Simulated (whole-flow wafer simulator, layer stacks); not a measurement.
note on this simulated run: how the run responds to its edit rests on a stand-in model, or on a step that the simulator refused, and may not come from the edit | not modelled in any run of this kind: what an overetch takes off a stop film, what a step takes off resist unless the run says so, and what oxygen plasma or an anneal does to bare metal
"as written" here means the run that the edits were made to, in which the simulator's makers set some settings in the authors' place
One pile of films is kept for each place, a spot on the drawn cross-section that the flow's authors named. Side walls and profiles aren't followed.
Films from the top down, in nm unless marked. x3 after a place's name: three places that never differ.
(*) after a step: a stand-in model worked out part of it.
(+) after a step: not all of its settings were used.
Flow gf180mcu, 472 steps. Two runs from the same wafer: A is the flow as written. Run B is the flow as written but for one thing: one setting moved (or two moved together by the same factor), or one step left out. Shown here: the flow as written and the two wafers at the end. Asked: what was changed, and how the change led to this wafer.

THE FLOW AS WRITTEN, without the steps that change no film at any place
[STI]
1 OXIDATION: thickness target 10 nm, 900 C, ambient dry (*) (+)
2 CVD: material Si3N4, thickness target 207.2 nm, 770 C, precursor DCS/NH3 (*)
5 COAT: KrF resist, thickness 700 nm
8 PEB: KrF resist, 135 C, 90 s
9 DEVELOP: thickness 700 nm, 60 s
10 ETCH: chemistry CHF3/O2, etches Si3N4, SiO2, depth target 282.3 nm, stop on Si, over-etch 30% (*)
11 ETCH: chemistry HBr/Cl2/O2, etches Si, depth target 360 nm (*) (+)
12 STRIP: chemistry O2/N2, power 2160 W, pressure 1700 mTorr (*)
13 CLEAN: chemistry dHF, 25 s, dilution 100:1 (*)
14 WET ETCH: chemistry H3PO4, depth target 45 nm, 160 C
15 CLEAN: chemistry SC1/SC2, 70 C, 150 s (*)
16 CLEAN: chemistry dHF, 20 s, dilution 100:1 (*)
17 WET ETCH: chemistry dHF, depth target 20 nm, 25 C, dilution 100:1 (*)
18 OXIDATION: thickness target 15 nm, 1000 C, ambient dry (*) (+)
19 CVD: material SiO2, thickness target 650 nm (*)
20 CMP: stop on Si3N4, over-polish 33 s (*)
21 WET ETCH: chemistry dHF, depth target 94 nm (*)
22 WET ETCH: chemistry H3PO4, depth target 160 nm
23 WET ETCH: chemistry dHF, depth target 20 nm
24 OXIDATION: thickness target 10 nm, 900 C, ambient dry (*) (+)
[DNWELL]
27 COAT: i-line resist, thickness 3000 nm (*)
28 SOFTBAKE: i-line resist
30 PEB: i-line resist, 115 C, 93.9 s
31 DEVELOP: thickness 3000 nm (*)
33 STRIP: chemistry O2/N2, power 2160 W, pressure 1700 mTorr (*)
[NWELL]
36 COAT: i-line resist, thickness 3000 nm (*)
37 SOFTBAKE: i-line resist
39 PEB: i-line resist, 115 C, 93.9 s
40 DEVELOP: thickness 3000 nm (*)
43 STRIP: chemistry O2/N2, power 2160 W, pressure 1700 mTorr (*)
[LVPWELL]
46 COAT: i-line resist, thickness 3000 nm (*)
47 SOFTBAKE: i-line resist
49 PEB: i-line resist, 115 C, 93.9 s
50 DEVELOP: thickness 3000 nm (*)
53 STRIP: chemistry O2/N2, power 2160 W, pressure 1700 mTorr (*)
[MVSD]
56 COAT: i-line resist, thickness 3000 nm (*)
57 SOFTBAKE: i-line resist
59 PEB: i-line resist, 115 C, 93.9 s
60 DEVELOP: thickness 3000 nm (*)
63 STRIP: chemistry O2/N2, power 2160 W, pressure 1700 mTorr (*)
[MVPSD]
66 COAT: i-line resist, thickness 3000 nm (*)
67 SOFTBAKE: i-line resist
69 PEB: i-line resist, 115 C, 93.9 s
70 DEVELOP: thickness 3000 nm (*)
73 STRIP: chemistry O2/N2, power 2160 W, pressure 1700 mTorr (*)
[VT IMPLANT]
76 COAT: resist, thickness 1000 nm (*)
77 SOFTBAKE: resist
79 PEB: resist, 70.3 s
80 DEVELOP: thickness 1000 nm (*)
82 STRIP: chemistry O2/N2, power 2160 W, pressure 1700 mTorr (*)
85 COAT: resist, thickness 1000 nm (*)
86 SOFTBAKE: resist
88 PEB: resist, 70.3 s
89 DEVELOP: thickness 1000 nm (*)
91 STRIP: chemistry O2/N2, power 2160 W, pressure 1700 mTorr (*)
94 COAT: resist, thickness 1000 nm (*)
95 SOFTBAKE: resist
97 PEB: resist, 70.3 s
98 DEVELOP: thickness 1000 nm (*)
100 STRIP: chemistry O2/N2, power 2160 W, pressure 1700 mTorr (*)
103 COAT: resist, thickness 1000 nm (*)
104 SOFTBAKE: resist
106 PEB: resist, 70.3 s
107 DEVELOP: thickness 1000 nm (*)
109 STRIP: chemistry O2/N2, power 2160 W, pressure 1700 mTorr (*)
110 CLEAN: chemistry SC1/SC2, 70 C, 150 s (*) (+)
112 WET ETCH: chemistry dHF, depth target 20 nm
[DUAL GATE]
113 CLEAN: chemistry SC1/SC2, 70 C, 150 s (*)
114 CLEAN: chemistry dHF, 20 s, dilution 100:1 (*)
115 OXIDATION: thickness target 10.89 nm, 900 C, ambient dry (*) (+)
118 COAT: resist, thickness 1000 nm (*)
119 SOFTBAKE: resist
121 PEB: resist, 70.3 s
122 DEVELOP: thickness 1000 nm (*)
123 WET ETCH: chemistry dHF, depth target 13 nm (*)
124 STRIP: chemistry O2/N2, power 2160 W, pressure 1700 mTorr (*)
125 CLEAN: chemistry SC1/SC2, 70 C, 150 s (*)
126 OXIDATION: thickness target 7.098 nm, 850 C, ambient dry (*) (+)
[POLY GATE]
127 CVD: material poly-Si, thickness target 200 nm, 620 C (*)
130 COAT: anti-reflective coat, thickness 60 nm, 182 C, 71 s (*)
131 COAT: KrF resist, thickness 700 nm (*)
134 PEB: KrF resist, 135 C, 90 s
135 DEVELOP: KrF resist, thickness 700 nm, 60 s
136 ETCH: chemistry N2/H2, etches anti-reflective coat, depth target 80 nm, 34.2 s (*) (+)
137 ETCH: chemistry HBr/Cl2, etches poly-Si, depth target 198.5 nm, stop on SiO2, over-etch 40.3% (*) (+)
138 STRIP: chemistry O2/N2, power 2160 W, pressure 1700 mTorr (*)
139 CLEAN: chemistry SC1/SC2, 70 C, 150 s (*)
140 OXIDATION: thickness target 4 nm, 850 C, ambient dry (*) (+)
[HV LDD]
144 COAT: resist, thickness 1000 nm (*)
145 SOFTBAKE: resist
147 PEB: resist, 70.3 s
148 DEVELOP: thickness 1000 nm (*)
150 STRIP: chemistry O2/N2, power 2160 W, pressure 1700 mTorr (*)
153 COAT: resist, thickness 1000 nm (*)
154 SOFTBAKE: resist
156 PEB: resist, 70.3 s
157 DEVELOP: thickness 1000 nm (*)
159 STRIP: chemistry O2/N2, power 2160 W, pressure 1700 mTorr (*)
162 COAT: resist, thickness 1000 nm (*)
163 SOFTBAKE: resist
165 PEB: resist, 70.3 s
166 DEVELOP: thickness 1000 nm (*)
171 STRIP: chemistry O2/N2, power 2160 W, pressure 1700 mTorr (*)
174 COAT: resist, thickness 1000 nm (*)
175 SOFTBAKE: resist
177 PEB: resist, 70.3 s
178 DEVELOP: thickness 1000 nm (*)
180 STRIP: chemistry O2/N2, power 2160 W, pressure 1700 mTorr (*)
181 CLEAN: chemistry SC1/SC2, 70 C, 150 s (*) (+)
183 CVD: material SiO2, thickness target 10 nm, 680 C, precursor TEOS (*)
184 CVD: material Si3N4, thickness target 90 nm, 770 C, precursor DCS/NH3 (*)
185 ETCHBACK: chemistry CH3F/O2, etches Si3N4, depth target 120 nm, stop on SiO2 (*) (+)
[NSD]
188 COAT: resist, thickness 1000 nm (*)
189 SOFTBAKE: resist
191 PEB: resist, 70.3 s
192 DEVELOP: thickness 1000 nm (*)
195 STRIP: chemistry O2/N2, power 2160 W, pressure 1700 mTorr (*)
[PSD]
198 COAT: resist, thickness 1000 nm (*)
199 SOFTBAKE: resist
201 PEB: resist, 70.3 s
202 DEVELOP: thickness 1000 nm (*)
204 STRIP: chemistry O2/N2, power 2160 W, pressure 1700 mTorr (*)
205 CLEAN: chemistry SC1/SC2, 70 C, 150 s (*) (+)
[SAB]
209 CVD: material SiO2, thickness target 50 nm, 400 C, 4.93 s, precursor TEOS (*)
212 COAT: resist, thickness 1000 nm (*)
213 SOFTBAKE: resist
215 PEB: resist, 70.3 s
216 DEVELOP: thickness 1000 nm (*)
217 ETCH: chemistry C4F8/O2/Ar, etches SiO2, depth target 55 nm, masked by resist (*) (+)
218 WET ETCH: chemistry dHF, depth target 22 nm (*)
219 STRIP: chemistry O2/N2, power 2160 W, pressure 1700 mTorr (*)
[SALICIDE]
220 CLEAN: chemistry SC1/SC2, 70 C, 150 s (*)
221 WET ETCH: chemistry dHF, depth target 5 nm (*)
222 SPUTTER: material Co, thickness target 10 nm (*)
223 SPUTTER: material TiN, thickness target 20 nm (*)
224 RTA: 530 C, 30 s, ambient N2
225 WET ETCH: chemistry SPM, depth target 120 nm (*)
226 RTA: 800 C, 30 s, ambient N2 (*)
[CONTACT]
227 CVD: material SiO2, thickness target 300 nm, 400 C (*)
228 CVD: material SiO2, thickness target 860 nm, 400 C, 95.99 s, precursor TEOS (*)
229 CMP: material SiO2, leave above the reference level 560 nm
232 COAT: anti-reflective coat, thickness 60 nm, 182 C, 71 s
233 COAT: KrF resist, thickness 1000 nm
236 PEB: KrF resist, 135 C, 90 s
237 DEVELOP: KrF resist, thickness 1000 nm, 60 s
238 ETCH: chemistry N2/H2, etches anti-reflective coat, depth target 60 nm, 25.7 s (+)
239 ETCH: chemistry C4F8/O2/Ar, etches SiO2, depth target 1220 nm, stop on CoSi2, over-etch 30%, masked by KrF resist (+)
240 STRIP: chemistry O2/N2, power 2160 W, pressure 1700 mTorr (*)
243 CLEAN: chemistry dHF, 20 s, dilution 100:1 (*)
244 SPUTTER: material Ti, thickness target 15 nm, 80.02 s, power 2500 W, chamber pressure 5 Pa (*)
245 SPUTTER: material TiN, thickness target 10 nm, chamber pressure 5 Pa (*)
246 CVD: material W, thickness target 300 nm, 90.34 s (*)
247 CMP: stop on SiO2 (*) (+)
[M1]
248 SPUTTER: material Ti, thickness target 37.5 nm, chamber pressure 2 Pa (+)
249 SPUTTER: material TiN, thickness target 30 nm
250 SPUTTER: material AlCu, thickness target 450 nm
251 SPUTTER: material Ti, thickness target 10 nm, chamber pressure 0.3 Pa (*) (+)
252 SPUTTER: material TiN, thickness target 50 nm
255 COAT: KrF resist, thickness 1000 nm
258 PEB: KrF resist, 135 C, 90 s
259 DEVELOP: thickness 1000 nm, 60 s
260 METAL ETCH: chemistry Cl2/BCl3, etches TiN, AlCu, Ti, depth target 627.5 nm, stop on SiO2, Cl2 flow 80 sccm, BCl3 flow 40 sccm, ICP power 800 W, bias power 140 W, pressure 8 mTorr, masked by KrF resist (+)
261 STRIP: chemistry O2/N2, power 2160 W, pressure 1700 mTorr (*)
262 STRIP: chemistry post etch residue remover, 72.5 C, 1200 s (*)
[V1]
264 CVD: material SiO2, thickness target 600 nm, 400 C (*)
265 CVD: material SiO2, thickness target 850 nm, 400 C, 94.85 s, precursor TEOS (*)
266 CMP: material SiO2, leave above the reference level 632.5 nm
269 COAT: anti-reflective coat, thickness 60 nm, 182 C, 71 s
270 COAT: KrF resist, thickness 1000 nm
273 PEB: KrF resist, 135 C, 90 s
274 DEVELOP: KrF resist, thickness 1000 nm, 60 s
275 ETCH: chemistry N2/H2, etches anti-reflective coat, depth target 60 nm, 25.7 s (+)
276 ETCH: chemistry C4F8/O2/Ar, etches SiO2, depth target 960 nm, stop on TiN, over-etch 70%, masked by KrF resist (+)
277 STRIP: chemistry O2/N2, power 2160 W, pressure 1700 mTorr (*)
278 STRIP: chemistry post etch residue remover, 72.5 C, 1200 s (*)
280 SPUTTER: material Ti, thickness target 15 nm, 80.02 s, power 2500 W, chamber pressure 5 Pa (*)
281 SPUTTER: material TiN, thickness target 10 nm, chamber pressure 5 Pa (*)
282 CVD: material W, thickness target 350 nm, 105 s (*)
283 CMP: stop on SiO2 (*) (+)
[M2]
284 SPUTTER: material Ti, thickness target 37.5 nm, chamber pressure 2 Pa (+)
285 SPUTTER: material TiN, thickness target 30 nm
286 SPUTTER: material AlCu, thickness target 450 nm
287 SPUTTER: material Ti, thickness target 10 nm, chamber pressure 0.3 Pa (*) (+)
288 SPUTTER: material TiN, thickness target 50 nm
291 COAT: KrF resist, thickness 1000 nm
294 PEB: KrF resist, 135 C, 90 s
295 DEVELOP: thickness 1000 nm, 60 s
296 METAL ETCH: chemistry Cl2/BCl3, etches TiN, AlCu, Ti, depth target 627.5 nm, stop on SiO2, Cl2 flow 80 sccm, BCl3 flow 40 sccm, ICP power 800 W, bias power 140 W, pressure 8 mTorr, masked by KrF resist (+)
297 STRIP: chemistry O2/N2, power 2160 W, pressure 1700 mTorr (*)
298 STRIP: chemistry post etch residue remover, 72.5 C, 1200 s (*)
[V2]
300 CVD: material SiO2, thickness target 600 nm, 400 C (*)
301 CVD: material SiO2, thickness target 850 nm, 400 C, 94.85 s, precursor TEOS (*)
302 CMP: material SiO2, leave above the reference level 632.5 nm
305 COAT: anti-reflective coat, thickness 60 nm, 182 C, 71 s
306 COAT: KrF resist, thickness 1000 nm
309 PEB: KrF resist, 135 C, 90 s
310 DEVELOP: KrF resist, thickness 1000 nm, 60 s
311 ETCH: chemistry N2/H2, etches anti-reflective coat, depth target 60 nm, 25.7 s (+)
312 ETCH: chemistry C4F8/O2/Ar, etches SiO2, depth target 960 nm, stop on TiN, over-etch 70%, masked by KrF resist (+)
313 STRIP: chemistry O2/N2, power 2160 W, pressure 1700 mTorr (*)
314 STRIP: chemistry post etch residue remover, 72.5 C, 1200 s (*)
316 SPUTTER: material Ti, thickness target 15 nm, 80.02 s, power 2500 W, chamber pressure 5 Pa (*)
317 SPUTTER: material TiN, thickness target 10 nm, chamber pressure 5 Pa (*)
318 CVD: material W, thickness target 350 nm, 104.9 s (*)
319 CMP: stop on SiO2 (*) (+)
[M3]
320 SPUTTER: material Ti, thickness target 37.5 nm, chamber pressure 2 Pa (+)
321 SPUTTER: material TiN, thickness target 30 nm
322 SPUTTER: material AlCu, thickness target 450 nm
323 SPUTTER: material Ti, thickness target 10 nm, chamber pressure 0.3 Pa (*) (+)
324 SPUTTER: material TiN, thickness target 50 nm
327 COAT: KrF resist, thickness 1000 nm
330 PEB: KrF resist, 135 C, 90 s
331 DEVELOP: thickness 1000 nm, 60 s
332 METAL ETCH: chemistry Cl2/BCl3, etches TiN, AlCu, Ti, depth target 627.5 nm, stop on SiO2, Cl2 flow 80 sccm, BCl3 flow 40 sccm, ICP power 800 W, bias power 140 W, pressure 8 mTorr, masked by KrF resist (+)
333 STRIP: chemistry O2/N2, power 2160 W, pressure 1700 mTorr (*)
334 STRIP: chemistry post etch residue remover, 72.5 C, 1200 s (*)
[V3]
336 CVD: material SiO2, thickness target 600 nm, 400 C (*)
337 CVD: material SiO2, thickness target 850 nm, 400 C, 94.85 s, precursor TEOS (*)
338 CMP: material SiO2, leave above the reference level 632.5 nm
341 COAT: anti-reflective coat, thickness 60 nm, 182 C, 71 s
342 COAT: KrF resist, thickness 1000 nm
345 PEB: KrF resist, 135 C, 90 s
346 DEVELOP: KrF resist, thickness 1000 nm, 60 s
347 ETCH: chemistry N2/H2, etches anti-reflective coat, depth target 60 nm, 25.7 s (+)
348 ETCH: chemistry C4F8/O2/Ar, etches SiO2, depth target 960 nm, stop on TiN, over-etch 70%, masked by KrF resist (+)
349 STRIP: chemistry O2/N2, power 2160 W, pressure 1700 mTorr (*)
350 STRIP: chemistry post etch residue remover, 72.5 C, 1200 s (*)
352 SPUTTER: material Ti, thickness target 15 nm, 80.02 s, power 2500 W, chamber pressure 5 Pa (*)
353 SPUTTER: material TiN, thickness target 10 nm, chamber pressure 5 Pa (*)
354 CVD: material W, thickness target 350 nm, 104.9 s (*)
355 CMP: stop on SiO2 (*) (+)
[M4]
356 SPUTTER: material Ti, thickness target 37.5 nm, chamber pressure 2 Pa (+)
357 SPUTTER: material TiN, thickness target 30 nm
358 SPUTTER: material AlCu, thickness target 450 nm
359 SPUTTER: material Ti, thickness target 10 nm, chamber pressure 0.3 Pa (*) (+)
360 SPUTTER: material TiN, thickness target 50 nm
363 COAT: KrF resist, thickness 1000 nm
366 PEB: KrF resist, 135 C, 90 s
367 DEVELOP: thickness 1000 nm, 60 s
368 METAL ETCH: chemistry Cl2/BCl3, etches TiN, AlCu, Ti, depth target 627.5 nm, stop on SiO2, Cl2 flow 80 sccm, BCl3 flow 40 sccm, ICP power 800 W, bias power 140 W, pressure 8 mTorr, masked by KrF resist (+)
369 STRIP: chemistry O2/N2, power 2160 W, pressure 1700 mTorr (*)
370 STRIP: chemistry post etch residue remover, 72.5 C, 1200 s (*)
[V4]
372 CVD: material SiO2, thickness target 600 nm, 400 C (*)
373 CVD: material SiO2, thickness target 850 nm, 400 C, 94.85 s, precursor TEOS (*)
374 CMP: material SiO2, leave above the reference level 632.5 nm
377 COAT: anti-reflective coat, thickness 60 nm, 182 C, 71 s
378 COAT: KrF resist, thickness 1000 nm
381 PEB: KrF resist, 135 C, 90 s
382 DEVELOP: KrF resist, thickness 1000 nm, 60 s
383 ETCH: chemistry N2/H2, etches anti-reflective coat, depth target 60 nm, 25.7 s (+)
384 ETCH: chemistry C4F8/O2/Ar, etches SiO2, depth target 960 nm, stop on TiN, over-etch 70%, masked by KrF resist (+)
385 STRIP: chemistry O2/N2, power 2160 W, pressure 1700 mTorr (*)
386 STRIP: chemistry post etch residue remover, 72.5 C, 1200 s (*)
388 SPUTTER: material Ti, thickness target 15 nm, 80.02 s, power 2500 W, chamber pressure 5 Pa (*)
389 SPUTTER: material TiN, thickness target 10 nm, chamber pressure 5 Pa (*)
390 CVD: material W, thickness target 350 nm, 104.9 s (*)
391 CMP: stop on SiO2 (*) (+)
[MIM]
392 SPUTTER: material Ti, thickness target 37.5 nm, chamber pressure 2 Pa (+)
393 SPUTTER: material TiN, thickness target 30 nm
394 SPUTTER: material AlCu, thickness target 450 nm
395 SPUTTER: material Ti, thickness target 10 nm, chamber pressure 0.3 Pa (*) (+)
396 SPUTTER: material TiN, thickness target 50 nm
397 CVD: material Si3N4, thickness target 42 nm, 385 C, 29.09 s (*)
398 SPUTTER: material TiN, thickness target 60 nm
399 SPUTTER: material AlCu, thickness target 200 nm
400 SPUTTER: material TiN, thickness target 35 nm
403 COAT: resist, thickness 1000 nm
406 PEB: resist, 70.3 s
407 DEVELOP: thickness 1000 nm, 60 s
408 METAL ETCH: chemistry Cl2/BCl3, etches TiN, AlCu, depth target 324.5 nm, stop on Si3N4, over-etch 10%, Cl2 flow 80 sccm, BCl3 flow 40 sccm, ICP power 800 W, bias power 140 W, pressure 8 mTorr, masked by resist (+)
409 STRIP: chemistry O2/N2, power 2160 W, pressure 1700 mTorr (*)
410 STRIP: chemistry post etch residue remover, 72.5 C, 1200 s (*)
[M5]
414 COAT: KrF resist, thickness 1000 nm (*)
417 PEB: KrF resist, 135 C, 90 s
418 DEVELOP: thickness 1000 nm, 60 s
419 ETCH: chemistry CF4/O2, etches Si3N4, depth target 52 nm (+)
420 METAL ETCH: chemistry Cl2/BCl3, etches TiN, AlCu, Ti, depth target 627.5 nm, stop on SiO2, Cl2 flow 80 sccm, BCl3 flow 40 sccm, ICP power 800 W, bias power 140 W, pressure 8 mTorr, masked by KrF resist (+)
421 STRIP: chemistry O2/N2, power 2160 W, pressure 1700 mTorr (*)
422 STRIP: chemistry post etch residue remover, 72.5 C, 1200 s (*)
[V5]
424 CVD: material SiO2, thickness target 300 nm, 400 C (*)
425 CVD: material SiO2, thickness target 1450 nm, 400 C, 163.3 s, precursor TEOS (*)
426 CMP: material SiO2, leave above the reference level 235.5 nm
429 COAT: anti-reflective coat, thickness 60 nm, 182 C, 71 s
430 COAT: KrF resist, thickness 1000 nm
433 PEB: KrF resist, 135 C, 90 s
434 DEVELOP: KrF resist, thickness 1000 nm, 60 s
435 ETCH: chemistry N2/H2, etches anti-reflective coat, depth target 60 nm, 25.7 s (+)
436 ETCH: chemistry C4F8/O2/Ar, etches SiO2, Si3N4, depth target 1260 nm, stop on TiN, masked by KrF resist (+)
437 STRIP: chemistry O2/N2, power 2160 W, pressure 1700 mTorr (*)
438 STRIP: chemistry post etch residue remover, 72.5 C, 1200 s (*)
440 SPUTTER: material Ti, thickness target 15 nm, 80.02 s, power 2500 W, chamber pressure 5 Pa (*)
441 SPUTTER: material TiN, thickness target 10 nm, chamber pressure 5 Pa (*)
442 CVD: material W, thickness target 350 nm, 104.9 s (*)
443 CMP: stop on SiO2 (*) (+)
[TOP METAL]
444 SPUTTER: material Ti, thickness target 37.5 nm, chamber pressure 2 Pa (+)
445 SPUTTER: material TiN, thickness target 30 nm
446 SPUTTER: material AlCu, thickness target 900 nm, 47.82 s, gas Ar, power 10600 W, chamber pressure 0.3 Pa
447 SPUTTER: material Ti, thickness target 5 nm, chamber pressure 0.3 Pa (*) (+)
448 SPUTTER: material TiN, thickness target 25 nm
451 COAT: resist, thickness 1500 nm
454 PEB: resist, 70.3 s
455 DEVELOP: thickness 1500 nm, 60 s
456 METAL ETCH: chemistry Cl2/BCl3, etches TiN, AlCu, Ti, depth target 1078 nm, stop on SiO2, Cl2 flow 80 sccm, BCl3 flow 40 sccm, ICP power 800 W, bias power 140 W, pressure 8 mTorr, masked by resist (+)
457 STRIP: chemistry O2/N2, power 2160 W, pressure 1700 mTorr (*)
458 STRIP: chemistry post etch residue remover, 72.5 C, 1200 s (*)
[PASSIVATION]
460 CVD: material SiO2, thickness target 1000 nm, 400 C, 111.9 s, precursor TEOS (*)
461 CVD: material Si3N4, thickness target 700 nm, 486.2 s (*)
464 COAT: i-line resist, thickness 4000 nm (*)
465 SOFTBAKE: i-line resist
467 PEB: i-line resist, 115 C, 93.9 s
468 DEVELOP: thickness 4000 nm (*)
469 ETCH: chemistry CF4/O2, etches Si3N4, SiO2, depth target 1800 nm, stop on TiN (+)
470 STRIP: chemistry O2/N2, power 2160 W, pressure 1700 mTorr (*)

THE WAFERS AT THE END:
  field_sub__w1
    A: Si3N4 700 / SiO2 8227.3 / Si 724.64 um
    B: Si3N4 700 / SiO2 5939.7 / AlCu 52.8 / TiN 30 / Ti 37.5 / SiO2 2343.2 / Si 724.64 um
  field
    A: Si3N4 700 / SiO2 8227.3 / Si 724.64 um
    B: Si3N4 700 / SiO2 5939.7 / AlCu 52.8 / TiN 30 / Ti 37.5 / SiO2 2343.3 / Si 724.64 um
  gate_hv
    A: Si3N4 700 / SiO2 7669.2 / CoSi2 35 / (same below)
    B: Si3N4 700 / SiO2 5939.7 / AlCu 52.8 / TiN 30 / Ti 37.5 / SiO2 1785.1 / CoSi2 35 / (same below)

The cause: step 286, SPUTTER: thickness target 626 nm was run, where the flow has thickness target 450 nm.

How the change led to this, step by step:
  286 SPUTTER: material AlCu, thickness target 450 nm
      field, field__w1, field__w2 and 108 more: A AlCu +450 (new film) | B AlCu +626 (new film)
  296 METAL ETCH: chemistry Cl2/BCl3, etches TiN, AlCu, Ti, depth target 627.5 nm, stop on SiO2, Cl2 flow 80 sccm, BCl3 flow 40 sccm, ICP power 800 W, bias power 140 W, pressure 8 mTorr, masked by KrF resist (+)
      field, field__w1, field__w2 and 103 more: A TiN -50 (all of it), Ti -10 (all of it), AlCu -450 (all of it), TiN -30 (all of it), Ti -37.5 (all of it) | B TiN -50 (all of it), Ti -10 (all of it), AlCu -567.5
  298 STRIP: chemistry post etch residue remover, 72.5 C, 1200 s (*)
      field, field__w1, field__w2 and 103 more: A nothing | B AlCu -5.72
  300 CVD: material SiO2, thickness target 600 nm, 400 C (*)
      field, field__w1, field__w2 and 103 more: A SiO2 +600 | B SiO2 +600 (new film)
  302 CMP: material SiO2, leave above the reference level 632.5 nm
      field, field__w1, field__w2 and 103 more: A SiO2 -300 | B SiO2 -244.3
Counting metal films that touch as one body, field_sub__w1 has 1 body; the flow as written gives 0 bodies.
Counting metal films that touch as one body, field has 1 body; the flow as written gives 0 bodies.
Counting metal films that touch as one body, gate_hv has 2 bodies (between them, from the top down: SiO2 1785.1); the flow as written gives 1 body.
